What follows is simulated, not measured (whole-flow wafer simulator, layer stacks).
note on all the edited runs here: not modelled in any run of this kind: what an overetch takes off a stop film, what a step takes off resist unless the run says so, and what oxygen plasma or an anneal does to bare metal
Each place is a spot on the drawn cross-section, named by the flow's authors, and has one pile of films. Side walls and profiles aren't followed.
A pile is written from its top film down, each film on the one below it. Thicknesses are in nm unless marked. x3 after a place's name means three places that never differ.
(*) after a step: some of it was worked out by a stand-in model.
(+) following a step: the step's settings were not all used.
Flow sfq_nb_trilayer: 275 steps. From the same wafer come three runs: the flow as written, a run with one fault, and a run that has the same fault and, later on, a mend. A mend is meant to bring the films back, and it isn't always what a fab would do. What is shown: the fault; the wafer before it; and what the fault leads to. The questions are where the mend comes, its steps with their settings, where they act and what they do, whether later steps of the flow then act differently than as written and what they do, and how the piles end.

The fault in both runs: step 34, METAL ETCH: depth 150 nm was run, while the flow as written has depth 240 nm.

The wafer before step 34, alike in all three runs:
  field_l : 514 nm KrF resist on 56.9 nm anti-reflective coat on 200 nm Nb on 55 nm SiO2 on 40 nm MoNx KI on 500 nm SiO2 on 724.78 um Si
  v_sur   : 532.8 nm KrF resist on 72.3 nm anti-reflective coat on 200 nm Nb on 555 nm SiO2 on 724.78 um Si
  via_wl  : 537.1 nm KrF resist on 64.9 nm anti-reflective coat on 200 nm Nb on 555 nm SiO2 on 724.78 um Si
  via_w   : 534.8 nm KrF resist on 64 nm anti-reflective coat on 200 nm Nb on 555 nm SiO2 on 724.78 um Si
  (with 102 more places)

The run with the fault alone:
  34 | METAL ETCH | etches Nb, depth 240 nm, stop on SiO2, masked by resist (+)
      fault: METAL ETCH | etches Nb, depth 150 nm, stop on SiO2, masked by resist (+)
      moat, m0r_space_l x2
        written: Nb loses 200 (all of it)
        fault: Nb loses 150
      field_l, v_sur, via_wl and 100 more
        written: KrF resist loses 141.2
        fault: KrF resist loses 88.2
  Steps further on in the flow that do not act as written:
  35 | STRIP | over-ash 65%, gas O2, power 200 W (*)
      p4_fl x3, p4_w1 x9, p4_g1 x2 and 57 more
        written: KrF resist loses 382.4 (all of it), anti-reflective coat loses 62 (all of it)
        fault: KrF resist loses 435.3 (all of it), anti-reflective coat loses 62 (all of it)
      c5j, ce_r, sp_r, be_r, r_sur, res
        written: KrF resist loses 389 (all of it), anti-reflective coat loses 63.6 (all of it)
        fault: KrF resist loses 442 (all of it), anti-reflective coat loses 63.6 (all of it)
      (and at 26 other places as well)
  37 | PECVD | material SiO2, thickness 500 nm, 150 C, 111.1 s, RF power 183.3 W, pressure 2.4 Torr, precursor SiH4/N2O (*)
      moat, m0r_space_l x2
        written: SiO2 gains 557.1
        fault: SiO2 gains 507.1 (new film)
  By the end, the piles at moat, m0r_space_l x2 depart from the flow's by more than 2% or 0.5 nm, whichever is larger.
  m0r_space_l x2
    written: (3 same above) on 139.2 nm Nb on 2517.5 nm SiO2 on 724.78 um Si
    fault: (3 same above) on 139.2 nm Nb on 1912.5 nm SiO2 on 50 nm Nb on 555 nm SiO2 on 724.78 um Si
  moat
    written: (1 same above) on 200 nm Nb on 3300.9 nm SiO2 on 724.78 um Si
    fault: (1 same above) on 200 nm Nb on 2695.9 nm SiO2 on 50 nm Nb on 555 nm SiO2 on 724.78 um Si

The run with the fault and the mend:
  After step 34 comes the mend.
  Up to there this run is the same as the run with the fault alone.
  34a | METAL ETCH | etches Nb, depth 90 nm, stop on SiO2, masked by resist (+) (the flow's step 34 again, with other settings)
      field_l, v_sur, via_wl and 100 more
        KrF resist loses 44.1
      moat, m0r_space_l x2
        Nb loses 50 (all of it)
  Steps further on in the flow that do not act as written:
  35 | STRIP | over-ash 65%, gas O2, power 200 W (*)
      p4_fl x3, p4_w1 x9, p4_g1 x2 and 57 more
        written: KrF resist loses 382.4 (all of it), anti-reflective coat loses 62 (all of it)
        mend: KrF resist loses 391.2 (all of it), anti-reflective coat loses 62 (all of it)
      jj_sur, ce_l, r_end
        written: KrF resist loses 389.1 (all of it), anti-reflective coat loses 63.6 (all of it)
        mend: KrF resist loses 397.9 (all of it), anti-reflective coat loses 63.6 (all of it)
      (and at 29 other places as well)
  The piles end the same as the flow's at every place that both follow.
